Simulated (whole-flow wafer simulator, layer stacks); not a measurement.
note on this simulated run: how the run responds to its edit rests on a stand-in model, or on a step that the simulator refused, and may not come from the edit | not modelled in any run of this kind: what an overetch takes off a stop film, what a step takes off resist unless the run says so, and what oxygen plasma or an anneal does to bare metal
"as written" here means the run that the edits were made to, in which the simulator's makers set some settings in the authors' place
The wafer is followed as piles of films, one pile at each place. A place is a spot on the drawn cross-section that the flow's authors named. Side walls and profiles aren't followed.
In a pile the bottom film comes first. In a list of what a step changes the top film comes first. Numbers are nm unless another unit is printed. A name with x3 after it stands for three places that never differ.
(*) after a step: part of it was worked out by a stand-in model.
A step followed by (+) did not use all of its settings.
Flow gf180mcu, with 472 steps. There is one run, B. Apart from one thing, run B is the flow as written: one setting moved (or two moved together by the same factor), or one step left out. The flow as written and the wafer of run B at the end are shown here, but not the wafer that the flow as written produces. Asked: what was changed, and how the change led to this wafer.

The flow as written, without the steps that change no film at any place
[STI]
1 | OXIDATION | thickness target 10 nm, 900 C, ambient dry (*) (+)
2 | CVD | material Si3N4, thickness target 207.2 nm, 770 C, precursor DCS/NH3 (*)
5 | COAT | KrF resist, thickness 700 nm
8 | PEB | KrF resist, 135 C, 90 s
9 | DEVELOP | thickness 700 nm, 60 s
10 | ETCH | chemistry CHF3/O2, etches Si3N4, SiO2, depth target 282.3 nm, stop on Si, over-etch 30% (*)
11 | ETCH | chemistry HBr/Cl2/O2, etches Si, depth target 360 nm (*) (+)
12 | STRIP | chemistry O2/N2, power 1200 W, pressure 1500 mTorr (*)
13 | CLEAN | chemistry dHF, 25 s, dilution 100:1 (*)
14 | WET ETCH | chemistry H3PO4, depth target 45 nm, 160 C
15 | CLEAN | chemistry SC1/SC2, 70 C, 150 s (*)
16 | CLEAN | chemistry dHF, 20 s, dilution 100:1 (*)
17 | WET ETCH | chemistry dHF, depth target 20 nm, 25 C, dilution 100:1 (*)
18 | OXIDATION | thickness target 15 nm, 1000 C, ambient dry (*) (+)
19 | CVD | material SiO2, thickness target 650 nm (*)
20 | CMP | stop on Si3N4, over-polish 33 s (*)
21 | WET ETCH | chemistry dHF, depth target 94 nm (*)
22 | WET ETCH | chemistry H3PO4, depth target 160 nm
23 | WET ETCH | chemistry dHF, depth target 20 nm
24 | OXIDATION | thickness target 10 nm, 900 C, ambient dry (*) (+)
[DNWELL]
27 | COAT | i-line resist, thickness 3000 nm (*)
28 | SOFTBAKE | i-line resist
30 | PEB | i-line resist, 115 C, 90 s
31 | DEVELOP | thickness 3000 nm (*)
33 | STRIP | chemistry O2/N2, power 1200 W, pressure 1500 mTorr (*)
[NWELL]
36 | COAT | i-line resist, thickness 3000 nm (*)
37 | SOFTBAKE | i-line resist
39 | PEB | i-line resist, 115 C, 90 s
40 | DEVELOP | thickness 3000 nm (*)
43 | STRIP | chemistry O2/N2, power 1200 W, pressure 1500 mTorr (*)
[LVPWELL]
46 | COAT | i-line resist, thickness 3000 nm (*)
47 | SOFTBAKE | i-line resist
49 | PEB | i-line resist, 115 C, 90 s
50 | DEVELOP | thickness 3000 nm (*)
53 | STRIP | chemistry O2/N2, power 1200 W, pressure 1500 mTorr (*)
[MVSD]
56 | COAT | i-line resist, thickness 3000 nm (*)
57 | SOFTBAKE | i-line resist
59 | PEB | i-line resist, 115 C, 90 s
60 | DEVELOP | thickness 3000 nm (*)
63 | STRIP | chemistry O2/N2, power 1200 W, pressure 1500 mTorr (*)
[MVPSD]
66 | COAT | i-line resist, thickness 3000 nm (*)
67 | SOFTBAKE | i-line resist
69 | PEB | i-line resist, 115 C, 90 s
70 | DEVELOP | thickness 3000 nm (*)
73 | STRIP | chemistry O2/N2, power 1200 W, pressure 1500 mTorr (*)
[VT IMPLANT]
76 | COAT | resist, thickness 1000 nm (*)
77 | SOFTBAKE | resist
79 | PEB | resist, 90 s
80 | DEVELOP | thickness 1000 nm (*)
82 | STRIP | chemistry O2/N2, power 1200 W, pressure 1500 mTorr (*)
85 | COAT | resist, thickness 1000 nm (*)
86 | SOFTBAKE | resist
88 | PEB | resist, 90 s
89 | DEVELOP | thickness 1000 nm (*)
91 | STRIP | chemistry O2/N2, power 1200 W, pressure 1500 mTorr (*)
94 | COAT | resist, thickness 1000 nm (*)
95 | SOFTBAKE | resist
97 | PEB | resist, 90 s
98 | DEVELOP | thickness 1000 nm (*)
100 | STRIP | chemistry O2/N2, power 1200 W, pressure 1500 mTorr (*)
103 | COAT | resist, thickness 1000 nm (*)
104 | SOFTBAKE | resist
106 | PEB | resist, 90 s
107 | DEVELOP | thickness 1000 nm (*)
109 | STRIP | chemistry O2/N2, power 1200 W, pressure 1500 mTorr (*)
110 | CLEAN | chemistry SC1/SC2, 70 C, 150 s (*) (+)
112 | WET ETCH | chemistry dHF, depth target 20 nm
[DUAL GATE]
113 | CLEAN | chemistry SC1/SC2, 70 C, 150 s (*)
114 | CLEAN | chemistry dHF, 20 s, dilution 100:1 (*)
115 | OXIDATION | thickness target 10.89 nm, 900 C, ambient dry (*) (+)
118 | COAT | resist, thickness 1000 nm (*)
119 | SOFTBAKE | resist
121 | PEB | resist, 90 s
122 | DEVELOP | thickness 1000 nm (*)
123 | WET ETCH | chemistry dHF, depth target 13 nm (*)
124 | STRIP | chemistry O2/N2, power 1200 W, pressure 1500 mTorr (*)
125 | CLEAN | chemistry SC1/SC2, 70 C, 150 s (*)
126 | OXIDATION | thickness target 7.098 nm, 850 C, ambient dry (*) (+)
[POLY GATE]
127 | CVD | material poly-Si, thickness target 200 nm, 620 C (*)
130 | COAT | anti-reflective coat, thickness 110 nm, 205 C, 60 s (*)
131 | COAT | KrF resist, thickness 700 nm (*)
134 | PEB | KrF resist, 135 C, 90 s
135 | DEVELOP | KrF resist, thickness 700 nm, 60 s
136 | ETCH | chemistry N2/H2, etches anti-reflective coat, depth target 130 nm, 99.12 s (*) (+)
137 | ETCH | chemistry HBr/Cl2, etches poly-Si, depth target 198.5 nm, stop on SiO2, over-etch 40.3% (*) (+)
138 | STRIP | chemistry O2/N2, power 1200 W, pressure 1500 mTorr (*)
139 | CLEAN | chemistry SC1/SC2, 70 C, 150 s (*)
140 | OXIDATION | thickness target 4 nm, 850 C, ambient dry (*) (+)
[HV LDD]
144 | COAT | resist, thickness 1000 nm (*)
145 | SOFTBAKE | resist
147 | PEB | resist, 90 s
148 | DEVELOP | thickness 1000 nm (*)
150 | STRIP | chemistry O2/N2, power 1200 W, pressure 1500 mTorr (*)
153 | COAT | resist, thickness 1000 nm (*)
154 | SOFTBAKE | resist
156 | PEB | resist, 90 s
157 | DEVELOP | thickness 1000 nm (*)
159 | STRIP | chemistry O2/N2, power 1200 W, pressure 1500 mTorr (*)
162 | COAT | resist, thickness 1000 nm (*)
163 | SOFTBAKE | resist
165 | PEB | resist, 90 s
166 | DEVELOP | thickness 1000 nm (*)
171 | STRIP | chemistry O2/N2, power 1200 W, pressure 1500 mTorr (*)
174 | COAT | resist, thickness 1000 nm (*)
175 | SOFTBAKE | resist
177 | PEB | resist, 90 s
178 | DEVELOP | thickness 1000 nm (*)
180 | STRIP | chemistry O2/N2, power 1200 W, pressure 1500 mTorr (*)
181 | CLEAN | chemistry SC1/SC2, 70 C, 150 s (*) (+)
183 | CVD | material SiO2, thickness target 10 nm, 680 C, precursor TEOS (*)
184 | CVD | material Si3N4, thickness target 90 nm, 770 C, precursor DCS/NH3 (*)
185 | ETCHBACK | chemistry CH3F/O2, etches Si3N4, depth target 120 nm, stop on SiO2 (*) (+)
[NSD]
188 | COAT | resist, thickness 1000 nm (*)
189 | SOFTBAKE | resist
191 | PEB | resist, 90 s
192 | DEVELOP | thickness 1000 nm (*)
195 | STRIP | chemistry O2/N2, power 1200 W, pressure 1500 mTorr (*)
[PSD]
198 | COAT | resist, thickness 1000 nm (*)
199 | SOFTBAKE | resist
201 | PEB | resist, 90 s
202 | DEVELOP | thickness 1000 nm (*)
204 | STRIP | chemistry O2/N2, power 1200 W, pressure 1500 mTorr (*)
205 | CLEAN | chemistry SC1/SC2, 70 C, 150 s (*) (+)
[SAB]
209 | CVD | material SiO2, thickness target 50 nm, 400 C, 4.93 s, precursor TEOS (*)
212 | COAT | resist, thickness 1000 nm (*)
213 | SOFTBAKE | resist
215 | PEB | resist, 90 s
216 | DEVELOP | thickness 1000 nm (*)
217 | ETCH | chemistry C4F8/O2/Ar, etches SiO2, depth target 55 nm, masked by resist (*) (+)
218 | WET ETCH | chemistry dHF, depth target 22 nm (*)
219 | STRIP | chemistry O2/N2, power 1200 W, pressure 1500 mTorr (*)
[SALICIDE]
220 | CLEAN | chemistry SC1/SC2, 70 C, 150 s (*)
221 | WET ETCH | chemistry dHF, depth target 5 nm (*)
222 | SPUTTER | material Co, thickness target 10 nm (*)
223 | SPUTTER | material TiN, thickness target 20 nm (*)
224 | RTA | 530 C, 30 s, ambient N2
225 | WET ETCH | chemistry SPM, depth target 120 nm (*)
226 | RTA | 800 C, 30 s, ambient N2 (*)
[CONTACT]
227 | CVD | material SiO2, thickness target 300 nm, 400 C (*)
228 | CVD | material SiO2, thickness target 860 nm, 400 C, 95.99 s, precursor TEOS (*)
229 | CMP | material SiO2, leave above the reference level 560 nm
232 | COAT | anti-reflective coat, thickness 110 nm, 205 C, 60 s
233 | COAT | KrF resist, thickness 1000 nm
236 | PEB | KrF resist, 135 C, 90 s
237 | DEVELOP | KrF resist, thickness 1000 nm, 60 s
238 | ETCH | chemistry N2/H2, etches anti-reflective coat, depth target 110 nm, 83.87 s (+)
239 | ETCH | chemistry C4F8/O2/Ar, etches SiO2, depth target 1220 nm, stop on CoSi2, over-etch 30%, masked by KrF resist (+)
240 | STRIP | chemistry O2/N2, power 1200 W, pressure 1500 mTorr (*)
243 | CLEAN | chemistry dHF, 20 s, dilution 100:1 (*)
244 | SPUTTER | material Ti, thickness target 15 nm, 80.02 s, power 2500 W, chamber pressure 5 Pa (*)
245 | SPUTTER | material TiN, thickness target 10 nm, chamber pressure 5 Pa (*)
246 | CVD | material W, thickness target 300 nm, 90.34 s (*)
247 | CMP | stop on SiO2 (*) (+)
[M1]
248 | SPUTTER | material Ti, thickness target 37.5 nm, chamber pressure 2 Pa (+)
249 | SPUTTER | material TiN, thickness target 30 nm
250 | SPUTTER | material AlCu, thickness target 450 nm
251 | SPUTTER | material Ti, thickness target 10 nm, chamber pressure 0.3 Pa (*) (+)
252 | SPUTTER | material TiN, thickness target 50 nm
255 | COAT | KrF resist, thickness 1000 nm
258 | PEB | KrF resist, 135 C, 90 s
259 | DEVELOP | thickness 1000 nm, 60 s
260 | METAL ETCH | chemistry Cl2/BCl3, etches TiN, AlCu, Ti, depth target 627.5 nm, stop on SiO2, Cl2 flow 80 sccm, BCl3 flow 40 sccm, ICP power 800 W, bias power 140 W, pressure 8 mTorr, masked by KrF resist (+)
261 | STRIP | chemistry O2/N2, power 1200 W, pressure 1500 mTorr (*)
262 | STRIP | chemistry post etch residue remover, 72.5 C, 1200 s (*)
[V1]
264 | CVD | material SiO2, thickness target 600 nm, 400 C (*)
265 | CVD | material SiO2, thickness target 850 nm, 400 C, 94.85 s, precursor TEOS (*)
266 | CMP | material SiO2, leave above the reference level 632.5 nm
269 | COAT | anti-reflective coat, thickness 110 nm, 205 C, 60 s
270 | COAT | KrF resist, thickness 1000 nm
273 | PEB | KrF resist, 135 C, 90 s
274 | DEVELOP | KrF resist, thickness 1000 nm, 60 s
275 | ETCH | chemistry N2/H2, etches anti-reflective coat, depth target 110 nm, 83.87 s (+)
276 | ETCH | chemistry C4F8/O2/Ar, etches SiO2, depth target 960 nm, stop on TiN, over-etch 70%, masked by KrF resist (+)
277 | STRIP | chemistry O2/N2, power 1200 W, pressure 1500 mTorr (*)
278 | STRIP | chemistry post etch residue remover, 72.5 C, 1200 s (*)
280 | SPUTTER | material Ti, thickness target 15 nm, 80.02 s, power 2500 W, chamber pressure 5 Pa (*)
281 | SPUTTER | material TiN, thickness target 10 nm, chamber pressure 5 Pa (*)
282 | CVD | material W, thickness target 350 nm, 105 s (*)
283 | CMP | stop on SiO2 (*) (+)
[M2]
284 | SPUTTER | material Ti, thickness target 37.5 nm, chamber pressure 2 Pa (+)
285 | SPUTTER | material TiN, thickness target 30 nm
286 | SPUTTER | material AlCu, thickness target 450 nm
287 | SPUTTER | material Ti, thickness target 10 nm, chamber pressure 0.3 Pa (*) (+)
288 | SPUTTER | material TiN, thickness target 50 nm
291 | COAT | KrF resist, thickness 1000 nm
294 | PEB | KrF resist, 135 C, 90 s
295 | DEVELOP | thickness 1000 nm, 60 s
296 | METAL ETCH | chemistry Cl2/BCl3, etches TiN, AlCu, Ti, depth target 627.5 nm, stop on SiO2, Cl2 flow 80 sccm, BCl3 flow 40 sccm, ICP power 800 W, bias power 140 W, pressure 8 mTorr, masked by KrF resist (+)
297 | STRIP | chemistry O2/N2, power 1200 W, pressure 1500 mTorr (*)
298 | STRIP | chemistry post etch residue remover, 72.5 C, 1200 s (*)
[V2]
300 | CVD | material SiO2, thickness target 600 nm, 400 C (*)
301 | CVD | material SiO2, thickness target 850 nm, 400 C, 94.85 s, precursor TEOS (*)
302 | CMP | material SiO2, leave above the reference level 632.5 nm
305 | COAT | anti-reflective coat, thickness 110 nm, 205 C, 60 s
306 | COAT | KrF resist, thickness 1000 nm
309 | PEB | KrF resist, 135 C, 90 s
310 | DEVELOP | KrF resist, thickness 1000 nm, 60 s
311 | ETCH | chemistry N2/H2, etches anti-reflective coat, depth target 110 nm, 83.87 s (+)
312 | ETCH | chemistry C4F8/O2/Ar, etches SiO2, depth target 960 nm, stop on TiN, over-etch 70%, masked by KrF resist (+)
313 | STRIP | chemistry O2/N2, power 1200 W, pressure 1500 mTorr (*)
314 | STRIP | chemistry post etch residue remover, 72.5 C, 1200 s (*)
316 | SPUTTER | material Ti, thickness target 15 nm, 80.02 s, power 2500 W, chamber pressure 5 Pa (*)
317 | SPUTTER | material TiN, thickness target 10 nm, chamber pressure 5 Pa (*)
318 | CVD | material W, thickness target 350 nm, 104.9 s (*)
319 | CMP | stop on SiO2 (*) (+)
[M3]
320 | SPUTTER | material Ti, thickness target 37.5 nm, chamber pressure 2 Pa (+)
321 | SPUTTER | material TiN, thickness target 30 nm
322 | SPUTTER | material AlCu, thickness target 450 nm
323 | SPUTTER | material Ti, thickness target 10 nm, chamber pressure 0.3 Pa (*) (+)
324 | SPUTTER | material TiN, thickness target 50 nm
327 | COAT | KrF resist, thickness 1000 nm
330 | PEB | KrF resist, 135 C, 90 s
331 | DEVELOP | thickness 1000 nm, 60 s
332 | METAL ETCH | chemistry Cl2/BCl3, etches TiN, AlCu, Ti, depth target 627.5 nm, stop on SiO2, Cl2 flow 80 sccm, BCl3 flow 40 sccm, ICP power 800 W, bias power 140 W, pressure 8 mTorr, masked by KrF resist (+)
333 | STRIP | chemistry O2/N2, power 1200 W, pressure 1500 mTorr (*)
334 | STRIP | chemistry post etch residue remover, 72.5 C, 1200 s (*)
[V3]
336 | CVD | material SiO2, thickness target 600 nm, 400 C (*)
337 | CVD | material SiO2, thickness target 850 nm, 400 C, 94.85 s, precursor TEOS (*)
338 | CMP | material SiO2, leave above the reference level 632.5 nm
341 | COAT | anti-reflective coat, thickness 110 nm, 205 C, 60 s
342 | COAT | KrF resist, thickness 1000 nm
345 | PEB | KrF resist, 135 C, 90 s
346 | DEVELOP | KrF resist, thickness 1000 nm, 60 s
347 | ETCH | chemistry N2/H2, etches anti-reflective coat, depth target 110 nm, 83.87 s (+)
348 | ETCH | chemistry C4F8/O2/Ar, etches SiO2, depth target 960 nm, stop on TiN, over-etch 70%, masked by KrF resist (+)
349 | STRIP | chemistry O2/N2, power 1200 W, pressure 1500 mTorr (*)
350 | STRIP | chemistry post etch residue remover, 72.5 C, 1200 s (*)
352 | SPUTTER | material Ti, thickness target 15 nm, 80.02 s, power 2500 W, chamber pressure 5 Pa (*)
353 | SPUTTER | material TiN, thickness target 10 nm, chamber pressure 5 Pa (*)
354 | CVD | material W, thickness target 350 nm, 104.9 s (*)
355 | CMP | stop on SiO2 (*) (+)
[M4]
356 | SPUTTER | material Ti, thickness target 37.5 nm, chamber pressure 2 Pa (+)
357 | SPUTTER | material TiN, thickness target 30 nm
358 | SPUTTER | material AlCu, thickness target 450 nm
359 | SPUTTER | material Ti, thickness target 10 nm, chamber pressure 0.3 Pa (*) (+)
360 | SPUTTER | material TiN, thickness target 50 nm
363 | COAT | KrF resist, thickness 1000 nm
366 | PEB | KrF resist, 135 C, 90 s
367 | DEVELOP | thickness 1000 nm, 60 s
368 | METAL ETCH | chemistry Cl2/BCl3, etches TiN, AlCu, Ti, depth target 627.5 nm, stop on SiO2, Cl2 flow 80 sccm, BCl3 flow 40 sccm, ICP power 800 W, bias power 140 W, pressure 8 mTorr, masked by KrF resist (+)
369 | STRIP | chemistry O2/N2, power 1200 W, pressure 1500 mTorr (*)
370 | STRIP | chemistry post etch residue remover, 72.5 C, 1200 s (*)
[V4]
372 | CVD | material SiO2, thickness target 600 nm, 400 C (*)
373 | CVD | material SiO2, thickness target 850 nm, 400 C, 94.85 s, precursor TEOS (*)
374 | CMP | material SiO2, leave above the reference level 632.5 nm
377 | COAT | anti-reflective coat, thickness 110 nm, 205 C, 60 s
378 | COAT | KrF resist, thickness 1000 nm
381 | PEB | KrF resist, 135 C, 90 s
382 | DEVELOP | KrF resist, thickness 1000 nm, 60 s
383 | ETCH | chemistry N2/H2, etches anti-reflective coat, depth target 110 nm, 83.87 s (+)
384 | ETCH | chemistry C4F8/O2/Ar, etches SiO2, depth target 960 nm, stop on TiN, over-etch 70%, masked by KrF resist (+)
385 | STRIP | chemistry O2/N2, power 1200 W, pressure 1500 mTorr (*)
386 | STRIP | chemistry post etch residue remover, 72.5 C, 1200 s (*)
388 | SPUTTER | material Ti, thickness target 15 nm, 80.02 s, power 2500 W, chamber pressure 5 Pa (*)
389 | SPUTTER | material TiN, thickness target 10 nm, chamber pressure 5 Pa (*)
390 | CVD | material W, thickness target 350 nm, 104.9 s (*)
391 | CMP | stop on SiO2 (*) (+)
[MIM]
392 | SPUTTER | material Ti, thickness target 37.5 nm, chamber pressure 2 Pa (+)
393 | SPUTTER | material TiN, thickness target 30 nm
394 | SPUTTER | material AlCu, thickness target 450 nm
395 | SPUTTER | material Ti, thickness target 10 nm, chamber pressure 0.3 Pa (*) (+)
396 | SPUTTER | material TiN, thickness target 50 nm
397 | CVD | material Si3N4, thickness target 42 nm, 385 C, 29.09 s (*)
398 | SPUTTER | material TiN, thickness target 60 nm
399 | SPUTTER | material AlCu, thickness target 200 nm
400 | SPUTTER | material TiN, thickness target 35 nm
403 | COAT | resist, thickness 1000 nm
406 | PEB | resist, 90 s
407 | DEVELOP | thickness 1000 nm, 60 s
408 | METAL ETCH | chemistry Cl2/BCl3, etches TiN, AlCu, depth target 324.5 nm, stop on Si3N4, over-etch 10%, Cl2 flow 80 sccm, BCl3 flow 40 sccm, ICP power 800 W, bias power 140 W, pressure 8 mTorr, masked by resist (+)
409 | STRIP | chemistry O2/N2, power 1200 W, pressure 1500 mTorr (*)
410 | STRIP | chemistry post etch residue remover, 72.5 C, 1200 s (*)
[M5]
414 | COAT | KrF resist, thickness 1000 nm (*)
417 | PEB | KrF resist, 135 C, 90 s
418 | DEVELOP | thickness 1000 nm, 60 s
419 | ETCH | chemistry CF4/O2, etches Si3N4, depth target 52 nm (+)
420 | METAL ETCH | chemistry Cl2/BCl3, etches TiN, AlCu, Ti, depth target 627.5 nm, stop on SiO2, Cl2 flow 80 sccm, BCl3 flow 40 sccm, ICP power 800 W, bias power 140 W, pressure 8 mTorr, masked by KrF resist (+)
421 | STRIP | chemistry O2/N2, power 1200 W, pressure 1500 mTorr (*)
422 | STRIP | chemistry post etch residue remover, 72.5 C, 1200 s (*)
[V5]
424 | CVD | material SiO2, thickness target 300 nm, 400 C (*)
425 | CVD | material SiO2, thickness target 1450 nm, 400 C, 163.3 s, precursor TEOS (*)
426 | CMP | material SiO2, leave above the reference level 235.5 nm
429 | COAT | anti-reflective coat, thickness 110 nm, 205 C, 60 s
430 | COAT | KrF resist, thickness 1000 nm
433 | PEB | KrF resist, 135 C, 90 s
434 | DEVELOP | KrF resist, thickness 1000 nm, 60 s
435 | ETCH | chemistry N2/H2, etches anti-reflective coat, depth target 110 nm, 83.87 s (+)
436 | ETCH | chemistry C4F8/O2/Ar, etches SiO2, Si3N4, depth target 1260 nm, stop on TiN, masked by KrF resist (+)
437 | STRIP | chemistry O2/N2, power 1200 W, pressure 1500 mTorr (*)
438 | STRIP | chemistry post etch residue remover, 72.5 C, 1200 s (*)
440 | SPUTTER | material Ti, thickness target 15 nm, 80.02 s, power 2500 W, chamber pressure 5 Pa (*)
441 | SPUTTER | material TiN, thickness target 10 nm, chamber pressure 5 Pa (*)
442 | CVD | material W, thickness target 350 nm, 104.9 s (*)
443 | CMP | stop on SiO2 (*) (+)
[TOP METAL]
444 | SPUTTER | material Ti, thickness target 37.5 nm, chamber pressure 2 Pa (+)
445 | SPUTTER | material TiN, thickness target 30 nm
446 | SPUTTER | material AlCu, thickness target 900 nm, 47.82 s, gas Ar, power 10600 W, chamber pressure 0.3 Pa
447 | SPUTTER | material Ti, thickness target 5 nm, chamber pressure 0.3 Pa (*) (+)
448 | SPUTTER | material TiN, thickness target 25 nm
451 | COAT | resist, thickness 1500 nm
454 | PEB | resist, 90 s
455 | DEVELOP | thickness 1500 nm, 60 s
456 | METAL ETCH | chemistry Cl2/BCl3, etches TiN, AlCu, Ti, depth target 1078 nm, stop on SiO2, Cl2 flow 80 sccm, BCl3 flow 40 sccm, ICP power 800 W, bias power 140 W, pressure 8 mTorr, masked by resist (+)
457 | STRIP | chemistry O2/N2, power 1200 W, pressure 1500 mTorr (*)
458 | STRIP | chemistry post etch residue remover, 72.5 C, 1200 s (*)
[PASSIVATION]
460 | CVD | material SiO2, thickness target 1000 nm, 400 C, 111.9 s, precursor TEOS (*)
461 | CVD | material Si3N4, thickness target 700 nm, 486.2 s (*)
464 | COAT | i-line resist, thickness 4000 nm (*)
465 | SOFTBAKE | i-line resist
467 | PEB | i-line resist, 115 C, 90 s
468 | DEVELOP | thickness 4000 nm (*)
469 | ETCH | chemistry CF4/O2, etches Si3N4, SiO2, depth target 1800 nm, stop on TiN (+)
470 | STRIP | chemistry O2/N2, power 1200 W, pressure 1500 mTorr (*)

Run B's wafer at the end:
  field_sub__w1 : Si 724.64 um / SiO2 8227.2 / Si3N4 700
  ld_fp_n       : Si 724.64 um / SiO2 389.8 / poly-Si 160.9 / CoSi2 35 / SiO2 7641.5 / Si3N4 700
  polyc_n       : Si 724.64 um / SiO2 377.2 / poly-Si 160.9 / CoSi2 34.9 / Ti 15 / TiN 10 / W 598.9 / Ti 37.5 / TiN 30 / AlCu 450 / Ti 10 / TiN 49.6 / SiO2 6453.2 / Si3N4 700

What caused this: step 112, WET ETCH: depth target 12 nm was run, whereas the flow has depth target 20 nm.

Step by step, how the change led to this:
  112 | WET ETCH | chemistry dHF, depth target 20 nm
      field, field__w2, field__w3 and 43 more: -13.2 SiO2 (it would be, as written: -22 SiO2)
  130 | COAT | anti-reflective coat, thickness 110 nm, 205 C, 60 s (*)
      p_well, spacer, sd_n: +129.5 anti-reflective coat (new film) (it would be, as written: +121 anti-reflective coat (new film))
      field: +109.6 anti-reflective coat (new film) (it would be, as written: +112.6 anti-reflective coat (new film))
      (as well as at 67 more places)
  136 | ETCH | chemistry N2/H2, etches anti-reflective coat, depth target 130 nm, 99.12 s (*) (+)
      p_well, spacer, sd_n: -129.5 anti-reflective coat (all of it), -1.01 poly-Si (it would be, as written: -121 anti-reflective coat (all of it), -1.23 poly-Si)
      field: -109.6 anti-reflective coat (all of it), -1.52 poly-Si (it would be, as written: -112.6 anti-reflective coat (all of it), -1.45 poly-Si)
      (as well as at 47 more places)
  138 | STRIP | chemistry O2/N2, power 1200 W, pressure 1500 mTorr (*)
      gate: +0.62 chemical SiO2 (new film), -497 KrF resist (all of it), -120.9 anti-reflective coat (all of it), -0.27 poly-Si (it would be, as written: +0.62 chemical SiO2 (new film), -496.5 KrF resist (all of it), -117 anti-reflective coat (all of it), -0.27 poly-Si)
      gate_hv: +0.62 chemical SiO2 (new film), -496.8 KrF resist (all of it), -112.2 anti-reflective coat (all of it), -0.27 poly-Si (it would be, as written: +0.62 chemical SiO2 (new film), -495.3 KrF resist (all of it), -109.8 anti-reflective coat (all of it), -0.27 poly-Si)
      (as well as at 18 more places)
  189 | SOFTBAKE | resist
      active_hv: +0.21 resist (it would be, as written: +0.78 resist)
      active_nat: +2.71 resist (it would be, as written: +1.71 resist)
  199 | SOFTBAKE | resist
      active_hv: +0.21 resist (it would be, as written: +0.78 resist)
      active_nat: +2.71 resist (it would be, as written: +1.71 resist)
  209 | CVD | material SiO2, thickness target 50 nm, 400 C, 4.93 s, precursor TEOS (*)
      ld_drn_p: +45 SiO2 (it would be, as written: +46 SiO2)
  218 | WET ETCH | chemistry dHF, depth target 22 nm (*)
      active: -8 SiO2 (all of it) (it would be, as written: -9.01 SiO2 (all of it))
      sd_p: -7.6 SiO2 (all of it) (it would be, as written: -8.12 SiO2 (all of it))
      (as well as at 1 more place)
  223 | SPUTTER | material TiN, thickness target 20 nm (*)
      ld_sd_n: +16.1 TiN (new film) (it would be, as written: +15.5 TiN (new film))
  225 | WET ETCH | chemistry SPM, depth target 120 nm (*)
      ld_sd_n: -16.1 TiN (all of it) (it would be, as written: -15.5 TiN (all of it))
  226 | RTA | 800 C, 30 s, ambient N2 (*)
      ld_sd_n: +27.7 CoSi2 (new film), -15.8 CoSi (all of it), -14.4 Si (it would be, as written: +28.3 CoSi2 (new film), -16.1 CoSi (all of it), -14.7 Si)
  229 | CMP | material SiO2, leave above the reference level 560 nm
      ldn_sep__w1, ldn_sep__w2, ldn_dft and 8 more: -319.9 SiO2 (it would be, as written: -311.1 SiO2)
      sti, mim_1p0, pad, dice_street, iso_nw_fld, iso_fld_sub: -305.7 SiO2 (it would be, as written: -297 SiO2)
      (as well as at 40 more places)
